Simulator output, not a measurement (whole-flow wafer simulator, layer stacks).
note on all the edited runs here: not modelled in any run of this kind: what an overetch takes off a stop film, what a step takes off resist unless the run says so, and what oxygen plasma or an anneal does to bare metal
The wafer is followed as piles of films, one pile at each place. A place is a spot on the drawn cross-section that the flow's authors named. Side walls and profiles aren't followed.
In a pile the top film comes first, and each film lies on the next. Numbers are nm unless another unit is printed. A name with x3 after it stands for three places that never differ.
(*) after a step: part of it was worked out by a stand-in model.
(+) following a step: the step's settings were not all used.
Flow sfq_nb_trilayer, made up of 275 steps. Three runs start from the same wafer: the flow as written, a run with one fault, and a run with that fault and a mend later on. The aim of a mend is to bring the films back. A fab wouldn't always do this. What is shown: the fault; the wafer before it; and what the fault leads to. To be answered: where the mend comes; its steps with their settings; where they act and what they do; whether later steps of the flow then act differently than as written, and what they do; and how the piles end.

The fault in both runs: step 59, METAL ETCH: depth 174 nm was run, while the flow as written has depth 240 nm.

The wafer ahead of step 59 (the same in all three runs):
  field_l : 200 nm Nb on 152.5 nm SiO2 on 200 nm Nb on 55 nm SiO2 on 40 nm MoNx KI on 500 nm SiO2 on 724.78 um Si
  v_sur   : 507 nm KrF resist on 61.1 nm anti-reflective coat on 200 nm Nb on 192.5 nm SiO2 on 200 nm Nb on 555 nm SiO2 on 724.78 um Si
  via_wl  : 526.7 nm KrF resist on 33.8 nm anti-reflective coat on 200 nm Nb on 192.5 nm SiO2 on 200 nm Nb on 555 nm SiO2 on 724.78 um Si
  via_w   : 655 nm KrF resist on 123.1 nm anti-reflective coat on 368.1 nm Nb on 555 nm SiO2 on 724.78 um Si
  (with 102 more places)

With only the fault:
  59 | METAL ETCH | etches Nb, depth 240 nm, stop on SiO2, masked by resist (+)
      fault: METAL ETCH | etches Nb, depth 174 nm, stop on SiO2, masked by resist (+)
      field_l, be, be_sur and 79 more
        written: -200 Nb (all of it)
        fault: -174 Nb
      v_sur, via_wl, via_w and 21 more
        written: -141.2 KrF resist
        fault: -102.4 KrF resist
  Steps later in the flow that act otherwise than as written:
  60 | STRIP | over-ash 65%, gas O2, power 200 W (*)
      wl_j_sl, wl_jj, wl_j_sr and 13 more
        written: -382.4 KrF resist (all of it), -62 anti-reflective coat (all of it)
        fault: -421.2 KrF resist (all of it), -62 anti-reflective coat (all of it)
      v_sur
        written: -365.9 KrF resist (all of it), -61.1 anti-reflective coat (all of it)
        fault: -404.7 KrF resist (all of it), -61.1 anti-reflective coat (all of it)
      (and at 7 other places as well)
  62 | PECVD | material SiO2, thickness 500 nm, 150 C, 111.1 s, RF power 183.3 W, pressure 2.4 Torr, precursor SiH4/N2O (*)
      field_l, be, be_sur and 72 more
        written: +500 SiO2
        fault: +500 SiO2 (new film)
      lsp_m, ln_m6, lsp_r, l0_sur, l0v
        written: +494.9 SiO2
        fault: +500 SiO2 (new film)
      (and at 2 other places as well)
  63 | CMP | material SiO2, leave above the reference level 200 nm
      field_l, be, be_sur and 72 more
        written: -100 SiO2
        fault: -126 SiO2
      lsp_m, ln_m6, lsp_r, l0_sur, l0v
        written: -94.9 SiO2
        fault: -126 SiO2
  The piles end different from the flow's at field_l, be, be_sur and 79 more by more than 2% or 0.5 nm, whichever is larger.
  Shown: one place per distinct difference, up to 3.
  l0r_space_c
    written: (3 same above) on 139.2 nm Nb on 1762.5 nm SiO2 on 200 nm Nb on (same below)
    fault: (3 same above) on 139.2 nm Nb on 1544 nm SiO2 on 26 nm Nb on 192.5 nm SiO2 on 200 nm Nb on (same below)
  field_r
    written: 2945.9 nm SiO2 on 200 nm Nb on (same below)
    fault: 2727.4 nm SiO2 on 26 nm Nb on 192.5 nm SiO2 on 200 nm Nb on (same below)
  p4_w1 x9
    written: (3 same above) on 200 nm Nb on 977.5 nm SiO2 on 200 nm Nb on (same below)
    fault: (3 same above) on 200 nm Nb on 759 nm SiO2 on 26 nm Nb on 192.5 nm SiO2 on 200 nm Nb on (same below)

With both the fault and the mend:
  After step 59 comes the mend.
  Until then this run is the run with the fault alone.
  59a | METAL ETCH | etches Nb, depth 66 nm, stop on SiO2, masked by resist (+) (the flow's step 59, run once more with other settings)
      field_l, be, be_sur and 79 more
        -26 Nb (all of it)
      v_sur, via_wl, via_w and 21 more
        -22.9 KrF resist
  Steps later in the flow that act otherwise than as written:
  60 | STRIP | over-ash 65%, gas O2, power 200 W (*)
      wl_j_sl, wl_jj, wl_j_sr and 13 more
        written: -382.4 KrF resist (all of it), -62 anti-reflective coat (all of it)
        mend: -398.3 KrF resist (all of it), -62 anti-reflective coat (all of it)
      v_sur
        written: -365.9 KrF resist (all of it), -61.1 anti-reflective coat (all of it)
        mend: -381.7 KrF resist (all of it), -61.1 anti-reflective coat (all of it)
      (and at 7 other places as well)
  By the end, the piles equal the flow's at every place that both follow.
